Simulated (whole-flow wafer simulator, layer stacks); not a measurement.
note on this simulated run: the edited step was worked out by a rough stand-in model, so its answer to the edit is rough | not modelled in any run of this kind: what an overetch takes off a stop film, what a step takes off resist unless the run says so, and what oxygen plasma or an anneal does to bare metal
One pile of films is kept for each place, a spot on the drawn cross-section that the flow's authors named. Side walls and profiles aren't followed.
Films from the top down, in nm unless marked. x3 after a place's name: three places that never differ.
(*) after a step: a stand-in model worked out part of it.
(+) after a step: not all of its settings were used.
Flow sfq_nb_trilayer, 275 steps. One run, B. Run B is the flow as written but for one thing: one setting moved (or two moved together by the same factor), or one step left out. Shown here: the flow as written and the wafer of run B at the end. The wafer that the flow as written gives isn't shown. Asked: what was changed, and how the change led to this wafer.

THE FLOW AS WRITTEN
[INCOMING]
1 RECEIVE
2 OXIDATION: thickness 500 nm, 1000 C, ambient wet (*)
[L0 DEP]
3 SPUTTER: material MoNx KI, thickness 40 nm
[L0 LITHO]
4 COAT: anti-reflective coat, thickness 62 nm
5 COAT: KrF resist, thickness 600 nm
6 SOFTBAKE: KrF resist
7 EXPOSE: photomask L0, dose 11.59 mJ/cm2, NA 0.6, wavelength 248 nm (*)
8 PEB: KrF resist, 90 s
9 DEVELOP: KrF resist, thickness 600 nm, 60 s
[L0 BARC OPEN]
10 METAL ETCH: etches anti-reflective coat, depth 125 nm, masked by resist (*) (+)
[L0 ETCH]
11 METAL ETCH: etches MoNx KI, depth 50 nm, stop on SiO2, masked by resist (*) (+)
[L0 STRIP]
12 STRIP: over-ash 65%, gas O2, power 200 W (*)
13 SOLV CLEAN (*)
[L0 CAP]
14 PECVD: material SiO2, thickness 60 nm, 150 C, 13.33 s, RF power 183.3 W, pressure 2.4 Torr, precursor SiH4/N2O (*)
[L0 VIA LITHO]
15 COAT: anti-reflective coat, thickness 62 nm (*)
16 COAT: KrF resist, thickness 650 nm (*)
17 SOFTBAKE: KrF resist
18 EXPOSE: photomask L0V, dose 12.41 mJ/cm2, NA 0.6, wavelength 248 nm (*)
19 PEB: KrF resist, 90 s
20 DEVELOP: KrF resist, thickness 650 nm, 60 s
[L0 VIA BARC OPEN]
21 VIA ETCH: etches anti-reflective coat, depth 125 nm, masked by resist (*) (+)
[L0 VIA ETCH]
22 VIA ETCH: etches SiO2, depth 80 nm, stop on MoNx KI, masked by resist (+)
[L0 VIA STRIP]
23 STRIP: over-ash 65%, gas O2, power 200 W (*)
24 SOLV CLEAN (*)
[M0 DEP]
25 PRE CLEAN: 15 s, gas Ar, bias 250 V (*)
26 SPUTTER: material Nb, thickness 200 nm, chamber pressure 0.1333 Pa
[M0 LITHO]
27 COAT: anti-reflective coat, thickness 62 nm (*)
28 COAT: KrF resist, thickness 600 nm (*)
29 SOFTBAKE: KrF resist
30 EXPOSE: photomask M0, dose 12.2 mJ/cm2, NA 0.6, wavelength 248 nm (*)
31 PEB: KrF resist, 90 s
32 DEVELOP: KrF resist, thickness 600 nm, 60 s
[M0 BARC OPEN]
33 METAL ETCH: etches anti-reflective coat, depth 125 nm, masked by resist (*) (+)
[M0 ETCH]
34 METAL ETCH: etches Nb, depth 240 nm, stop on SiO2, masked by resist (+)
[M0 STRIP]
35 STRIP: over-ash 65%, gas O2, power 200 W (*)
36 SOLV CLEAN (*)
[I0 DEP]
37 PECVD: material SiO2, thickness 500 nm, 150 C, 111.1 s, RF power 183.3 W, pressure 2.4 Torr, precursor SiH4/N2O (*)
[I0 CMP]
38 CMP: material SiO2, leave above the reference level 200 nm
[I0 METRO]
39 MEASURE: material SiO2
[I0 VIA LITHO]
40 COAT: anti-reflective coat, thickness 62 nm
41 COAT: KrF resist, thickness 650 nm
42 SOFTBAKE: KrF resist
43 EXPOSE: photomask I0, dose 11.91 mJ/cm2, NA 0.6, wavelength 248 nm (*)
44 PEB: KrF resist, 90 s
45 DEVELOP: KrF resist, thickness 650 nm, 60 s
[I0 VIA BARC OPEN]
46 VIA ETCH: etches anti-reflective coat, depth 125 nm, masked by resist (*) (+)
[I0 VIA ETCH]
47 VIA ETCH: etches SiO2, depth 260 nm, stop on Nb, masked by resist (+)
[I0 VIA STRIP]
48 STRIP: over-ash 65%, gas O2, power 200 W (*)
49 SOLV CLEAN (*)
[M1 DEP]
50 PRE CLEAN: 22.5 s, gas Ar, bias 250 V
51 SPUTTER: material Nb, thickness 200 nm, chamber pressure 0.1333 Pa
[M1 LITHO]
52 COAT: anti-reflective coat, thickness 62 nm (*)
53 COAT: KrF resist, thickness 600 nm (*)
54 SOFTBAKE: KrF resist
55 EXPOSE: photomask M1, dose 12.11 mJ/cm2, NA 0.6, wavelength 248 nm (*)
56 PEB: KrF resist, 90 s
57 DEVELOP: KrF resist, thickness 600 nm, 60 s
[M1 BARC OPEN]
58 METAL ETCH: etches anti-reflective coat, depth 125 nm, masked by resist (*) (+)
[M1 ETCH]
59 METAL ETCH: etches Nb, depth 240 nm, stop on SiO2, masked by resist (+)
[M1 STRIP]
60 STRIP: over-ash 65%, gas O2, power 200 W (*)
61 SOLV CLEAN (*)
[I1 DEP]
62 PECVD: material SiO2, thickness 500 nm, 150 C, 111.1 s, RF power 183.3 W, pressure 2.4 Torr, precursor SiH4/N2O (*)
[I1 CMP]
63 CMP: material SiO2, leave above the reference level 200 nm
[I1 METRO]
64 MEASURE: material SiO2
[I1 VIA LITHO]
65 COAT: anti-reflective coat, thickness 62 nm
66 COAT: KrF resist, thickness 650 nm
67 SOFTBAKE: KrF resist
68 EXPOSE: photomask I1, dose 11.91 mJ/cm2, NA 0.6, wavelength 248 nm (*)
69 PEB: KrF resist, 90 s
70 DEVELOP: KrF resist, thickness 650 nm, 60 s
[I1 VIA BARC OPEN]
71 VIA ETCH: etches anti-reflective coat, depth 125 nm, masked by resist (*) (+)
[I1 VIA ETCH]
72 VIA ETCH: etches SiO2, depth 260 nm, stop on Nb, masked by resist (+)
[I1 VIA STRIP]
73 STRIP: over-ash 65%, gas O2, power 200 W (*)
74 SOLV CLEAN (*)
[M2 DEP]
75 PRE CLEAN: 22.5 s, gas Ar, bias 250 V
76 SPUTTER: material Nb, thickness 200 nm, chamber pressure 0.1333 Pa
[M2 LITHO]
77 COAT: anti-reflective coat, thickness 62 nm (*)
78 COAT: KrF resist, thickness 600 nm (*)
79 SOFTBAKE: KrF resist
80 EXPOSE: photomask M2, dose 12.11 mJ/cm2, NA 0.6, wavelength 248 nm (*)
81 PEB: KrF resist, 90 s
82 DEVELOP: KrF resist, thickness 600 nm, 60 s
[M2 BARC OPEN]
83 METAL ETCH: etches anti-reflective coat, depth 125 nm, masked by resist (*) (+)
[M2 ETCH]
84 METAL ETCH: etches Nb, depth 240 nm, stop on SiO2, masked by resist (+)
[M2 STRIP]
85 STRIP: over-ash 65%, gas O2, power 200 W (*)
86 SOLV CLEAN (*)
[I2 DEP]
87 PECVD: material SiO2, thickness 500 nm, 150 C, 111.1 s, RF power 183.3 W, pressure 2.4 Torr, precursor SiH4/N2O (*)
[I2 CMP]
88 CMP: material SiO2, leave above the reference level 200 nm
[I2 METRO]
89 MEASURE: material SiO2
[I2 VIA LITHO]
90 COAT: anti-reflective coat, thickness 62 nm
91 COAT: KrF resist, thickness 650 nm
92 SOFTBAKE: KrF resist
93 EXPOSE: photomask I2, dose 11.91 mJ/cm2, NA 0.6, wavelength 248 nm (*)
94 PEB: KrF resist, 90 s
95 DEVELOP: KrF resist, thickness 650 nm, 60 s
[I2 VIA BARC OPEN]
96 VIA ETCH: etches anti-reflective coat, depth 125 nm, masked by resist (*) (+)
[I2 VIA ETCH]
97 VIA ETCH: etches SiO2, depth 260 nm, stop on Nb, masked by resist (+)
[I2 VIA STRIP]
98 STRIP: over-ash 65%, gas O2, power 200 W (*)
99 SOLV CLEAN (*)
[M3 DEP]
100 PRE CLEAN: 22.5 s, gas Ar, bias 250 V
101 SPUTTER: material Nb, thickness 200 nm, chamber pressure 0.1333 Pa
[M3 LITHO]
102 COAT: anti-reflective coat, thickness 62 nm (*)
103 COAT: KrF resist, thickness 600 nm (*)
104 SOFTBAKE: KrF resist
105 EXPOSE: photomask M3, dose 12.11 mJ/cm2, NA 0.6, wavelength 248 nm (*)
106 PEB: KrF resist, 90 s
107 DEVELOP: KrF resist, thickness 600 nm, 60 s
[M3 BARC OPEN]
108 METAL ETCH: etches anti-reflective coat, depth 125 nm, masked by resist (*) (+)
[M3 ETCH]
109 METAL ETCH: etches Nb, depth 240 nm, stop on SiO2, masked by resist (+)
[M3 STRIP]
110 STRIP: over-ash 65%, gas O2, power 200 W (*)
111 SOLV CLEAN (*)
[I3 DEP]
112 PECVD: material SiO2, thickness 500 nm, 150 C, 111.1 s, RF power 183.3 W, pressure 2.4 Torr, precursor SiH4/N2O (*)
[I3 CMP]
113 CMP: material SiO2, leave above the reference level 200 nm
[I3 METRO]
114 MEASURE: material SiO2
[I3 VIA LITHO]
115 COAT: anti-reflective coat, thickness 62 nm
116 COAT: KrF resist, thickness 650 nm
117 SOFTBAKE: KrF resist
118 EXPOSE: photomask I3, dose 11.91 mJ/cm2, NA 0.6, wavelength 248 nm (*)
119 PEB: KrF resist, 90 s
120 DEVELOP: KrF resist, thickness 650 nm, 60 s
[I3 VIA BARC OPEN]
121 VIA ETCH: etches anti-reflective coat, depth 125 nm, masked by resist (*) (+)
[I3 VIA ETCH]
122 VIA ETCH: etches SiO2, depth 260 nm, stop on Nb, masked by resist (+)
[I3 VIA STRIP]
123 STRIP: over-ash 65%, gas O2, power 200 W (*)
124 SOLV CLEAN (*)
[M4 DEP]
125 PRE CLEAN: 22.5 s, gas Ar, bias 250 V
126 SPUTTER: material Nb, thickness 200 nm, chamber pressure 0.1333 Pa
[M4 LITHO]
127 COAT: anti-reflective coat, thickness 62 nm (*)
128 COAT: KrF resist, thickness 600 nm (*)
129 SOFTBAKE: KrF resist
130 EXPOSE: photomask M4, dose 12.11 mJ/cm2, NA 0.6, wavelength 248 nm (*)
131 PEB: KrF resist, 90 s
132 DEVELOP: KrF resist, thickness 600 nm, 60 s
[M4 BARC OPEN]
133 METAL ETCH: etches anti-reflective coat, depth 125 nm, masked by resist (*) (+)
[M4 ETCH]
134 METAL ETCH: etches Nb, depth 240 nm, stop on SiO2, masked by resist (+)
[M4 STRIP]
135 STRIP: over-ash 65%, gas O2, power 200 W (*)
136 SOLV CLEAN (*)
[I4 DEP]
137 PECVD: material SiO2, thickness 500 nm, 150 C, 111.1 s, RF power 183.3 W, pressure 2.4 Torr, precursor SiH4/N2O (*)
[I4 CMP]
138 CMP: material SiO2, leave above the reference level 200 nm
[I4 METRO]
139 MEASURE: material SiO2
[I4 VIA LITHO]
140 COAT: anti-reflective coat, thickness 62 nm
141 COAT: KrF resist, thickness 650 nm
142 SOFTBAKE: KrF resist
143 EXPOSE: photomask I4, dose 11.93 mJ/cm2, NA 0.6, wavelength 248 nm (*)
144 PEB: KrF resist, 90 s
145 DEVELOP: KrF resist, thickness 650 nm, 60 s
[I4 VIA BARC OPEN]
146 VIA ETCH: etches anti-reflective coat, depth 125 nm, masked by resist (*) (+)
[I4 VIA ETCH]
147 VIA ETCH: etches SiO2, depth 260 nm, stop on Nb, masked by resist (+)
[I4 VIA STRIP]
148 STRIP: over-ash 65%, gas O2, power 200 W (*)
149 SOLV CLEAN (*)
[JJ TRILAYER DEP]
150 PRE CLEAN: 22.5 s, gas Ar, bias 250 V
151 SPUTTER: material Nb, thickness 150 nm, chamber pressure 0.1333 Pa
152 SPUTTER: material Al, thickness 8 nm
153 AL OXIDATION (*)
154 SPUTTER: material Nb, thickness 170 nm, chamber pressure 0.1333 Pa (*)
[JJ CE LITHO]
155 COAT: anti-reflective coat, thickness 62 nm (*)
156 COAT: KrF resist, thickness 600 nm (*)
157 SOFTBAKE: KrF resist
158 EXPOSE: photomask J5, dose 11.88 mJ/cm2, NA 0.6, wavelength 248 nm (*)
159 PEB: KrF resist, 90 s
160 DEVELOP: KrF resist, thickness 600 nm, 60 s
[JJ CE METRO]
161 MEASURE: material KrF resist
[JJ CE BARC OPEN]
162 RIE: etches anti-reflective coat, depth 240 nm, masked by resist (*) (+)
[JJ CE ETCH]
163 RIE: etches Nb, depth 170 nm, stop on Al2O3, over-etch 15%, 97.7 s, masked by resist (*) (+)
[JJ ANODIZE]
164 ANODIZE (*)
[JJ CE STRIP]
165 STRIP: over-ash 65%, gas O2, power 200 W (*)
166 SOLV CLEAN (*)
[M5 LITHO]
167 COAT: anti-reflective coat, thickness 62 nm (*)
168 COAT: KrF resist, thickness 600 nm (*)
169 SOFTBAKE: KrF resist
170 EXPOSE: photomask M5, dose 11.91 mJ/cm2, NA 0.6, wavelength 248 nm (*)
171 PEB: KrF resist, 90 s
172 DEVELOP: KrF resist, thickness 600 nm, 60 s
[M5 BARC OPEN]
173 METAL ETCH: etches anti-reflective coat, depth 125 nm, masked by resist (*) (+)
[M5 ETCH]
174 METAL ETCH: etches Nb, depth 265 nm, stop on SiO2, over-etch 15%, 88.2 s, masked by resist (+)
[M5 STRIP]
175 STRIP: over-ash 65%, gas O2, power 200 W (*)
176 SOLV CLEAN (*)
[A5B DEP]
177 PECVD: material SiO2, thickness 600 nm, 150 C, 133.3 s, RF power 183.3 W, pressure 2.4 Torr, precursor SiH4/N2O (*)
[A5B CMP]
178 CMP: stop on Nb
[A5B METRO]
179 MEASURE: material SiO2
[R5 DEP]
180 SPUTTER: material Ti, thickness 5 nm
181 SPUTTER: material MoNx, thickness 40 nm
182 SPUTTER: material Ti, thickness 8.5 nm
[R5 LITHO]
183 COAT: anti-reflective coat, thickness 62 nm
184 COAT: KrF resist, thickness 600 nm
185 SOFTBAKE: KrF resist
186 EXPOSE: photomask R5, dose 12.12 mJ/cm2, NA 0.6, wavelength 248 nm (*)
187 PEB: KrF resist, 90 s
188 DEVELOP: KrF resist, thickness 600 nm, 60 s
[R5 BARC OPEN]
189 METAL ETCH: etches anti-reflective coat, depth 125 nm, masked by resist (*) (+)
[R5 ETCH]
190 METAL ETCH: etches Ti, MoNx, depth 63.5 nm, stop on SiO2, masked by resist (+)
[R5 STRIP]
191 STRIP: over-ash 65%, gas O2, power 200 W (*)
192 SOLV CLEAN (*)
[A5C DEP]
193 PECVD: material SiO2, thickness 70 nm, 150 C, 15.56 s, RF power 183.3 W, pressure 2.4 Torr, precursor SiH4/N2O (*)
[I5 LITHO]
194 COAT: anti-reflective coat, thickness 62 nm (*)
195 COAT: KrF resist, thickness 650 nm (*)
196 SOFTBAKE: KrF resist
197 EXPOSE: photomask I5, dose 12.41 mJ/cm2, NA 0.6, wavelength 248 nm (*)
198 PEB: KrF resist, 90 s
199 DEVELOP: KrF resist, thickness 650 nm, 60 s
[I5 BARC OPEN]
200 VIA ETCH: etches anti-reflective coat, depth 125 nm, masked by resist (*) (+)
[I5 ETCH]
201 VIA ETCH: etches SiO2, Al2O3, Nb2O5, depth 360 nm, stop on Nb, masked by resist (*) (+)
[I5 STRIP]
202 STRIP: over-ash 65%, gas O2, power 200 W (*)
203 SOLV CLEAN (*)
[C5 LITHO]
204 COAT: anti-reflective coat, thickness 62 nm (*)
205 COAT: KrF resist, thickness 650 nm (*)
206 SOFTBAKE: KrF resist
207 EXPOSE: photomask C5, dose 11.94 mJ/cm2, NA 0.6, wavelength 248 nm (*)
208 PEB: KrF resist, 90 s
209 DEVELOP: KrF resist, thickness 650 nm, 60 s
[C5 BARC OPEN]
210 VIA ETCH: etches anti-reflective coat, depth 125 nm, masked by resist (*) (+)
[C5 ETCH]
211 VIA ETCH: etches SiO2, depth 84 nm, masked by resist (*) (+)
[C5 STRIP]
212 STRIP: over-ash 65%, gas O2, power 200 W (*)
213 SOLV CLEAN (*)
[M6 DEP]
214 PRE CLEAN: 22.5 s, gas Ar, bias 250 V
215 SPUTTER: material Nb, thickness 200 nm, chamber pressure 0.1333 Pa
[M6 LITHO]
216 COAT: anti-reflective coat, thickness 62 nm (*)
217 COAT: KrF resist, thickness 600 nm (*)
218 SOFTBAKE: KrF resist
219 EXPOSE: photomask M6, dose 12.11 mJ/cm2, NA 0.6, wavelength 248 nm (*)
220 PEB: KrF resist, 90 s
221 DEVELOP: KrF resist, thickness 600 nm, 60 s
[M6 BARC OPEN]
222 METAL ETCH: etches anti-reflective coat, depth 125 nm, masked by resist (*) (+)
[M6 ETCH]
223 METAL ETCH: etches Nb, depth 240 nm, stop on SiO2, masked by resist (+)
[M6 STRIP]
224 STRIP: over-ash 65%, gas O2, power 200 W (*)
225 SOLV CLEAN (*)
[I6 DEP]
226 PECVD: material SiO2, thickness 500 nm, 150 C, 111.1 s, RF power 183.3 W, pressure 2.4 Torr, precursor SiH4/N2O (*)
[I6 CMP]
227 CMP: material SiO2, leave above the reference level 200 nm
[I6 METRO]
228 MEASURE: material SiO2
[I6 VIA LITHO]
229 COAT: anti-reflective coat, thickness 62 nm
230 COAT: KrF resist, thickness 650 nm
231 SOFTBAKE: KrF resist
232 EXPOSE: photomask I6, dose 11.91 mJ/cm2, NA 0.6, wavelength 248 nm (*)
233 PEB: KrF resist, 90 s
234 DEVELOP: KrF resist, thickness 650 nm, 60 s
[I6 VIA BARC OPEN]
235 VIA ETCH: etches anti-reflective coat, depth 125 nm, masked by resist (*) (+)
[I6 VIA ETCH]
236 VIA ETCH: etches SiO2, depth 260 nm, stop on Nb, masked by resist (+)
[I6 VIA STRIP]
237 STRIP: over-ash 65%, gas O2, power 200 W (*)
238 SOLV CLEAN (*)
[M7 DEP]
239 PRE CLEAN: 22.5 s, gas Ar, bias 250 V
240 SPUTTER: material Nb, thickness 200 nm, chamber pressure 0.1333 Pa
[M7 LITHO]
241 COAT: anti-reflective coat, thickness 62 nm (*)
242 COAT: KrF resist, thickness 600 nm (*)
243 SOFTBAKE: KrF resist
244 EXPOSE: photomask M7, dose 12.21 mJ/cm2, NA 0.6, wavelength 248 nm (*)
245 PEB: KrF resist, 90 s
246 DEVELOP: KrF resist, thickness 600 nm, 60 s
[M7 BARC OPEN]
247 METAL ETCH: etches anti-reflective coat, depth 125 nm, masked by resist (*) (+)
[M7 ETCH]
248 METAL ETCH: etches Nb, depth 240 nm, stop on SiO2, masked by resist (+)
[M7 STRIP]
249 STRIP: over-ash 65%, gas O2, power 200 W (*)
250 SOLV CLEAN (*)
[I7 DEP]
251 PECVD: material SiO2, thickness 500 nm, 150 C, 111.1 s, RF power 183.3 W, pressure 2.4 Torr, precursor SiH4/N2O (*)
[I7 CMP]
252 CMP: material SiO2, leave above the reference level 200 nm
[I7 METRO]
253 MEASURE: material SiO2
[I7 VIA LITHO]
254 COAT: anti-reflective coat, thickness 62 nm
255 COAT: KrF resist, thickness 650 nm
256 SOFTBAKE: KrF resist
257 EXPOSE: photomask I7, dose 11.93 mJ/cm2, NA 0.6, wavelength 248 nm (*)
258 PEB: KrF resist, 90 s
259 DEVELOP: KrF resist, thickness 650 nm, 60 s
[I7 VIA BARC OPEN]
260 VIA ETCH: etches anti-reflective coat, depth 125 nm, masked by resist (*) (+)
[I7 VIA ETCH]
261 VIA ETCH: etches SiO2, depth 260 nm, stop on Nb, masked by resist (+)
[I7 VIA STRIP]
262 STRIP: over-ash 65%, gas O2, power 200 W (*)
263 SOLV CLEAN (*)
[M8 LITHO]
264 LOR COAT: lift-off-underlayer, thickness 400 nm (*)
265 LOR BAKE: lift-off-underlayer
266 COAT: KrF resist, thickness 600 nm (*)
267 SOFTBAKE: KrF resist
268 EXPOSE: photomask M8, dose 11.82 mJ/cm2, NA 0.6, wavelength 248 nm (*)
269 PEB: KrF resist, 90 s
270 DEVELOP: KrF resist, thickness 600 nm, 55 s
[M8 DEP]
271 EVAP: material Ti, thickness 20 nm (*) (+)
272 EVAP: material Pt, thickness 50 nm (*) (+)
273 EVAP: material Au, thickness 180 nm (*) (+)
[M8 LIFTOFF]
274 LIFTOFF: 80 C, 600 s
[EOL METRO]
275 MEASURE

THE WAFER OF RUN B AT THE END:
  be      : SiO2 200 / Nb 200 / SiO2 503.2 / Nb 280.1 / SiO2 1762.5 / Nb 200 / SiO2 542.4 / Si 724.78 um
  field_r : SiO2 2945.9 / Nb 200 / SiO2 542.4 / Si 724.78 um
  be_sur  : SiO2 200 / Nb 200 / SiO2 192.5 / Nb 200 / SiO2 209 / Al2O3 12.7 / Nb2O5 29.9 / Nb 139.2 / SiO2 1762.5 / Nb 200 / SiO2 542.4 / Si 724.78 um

The cause: step 14, PECVD: thickness 47.4 nm was run, where the flow has thickness 60 nm; step 14, PECVD: 10.53 s was run, where the flow has 13.33 s.

How the change led to this, step by step:
  14 PECVD: material SiO2, thickness 60 nm, 150 C, 13.33 s, RF power 183.3 W, pressure 2.4 Torr, precursor SiH4/N2O (*)
      v_sur, via_wl, via_w and 97 more: SiO2 +47.4 (as written it would be: SiO2 +60)
      field_l, l0_sur, l0v, l0r_line_l, l0r_line_c, l0r_line_r: SiO2 +47.4 (new film) (as written it would be: SiO2 +60 (new film))
  22 VIA ETCH: etches SiO2, depth 80 nm, stop on MoNx KI, masked by resist (+)
      field_l, v_sur, via_wl and 102 more: KrF resist -12.2 (as written it would be: KrF resist -13.8)
      l0v: SiO2 -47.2 (all of it) (as written it would be: SiO2 -59.8 (all of it))
  27 COAT: anti-reflective coat, thickness 62 nm (*)
      l0_sur: anti-reflective coat +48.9 (new film) (as written it would be: anti-reflective coat +47.5 (new film))
      l0v: anti-reflective coat +74.2 (new film) (as written it would be: anti-reflective coat +78 (new film))
  35 STRIP: over-ash 65%, gas O2, power 200 W (*)
      l0_sur: KrF resist -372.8 (all of it), anti-reflective coat -48.9 (all of it) (as written it would be: KrF resist -372 (all of it), anti-reflective coat -47.5 (all of it))
      l0v: KrF resist -397.4 (all of it), anti-reflective coat -74.2 (all of it) (as written it would be: KrF resist -405.3 (all of it), anti-reflective coat -78 (all of it))
  38 CMP: material SiO2, leave above the reference level 200 nm
      l0v: SiO2 -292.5 (as written it would be: SiO2 -277.8)
